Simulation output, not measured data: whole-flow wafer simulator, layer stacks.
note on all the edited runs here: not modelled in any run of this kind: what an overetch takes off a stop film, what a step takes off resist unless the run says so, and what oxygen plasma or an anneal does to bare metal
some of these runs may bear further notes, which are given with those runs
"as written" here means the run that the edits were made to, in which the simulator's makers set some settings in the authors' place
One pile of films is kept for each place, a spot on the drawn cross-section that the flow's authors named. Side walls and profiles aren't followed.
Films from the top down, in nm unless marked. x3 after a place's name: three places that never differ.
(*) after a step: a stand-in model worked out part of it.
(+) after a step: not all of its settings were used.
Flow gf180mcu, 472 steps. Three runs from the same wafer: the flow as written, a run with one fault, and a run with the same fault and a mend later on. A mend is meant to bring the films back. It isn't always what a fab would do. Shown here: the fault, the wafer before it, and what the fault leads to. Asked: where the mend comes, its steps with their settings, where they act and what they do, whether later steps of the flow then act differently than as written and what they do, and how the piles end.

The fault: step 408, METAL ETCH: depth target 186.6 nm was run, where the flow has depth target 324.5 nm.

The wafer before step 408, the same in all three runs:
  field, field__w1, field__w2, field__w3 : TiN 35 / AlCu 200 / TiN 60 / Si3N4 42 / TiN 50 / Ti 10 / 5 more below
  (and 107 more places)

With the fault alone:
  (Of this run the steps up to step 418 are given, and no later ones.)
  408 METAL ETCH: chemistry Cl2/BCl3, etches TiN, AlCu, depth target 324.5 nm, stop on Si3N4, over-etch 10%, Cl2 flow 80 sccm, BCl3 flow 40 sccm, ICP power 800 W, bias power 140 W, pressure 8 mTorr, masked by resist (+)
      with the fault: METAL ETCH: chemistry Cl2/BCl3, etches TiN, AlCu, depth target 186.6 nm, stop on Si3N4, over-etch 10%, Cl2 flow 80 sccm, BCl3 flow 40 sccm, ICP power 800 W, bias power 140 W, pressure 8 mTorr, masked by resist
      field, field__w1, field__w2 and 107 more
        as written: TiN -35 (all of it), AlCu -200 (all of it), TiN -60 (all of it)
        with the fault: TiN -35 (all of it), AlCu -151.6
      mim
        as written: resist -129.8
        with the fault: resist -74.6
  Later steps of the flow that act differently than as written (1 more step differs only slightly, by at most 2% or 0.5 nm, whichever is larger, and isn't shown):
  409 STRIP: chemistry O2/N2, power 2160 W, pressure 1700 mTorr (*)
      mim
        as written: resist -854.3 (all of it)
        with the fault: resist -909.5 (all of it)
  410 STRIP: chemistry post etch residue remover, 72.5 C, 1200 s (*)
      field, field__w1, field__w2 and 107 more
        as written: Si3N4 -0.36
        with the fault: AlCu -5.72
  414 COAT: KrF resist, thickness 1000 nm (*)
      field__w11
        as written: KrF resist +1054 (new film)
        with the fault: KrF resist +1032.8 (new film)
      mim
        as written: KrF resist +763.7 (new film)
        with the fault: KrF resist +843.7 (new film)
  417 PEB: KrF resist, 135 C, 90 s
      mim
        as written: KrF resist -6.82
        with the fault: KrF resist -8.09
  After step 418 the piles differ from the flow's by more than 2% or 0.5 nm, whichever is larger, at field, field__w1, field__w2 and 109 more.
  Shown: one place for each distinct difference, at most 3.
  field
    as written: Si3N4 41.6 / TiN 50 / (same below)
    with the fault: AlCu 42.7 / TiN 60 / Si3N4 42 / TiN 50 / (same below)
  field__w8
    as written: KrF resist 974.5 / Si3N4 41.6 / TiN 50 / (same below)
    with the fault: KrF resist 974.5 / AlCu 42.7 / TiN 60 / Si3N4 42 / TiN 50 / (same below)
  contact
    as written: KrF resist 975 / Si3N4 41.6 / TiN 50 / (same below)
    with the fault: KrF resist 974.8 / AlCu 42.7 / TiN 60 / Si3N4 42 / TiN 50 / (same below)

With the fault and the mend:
  The mend comes after step 410.
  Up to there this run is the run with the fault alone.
  410a DEHYDRATE: 200 C, 60 s (the flow's step 401 once more)
      changes no film at any place that is followed
  410b HMDS: 120 C, 60 s (the flow's step 402 once more)
      changes no film at any place that is followed
  410c COAT: resist, thickness 1000 nm (*) (the flow's step 403 once more)
      field__w8, m1__w1, iso_ptap_pw and 39 more
        resist +1000 (new film)
      field_sub__w1, field_sub__w5, n_well and 6 more
        resist +1000.7 (new film)
      field, ld_gate_p, ld_acc_p, ld_fp_p, ld_drift_p, ld_drn_p, m1_nw
        resist +1001.1 (new film)
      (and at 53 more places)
  410d SOFTBAKE: resist (the flow's step 404 once more)
      field__w9, nplus_u
        resist -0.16
      field__w2
        resist +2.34
      field__w3
        resist +2.46
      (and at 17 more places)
  410e EXPOSE: photomask FuseTop (the flow's step 405 once more)
      changes no film at any place that is followed
  410f PEB: resist, 70.3 s (the flow's step 406 once more)
      field, field__w1, field__w5 and 96 more
        resist -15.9
      field__w2, field__w3, field__w12, pplus_u, ppoly_sal, nw_enc_fld_lv__w4
        resist -16
      field__w7, field__w11, field__w13, ppoly_u, npoly_sal
        resist -16.1
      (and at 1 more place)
  410g DEVELOP: thickness 1000 nm, 60 s (the flow's step 407 once more)
      field__w8, m1__w1, iso_ptap_pw and 39 more
        resist -984.1 (all of it)
      field_sub__w1, field_sub__w5, n_well and 6 more
        resist -984.8 (all of it)
      field, ld_gate_p, ld_acc_p, ld_fp_p, ld_drift_p, ld_drn_p, m1_nw
        resist -985.2 (all of it)
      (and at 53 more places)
  410h METAL ETCH: chemistry Cl2/BCl3, etches TiN, AlCu, depth target 137.9 nm, stop on Si3N4, over-etch 10%, Cl2 flow 80 sccm, BCl3 flow 40 sccm, ICP power 800 W, bias power 140 W, pressure 8 mTorr, masked by resist (+) (the flow's step 408 once more, with other settings)
      field, field__w1, field__w2 and 107 more
        AlCu -42.7 (all of it), TiN -60 (all of it)
      mim
        resist -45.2
  410i STRIP: chemistry O2/N2, power 2160 W, pressure 1700 mTorr (*) (the flow's step 409 once more)
      mim
        resist -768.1 (all of it)
  410j STRIP: chemistry post etch residue remover, 72.5 C, 1200 s (*) (the flow's step 410 once more)
      field, field__w1, field__w2 and 107 more
        Si3N4 -0.36
      mim
        TiN -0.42
  No later step of the flow acts differently than as written, at any place that is followed, by more than 2% or 0.5 nm, whichever is larger.
  At the end the piles differ from the flow's only slightly at the places that both follow, by at most 2% or 0.5 nm, whichever is larger.
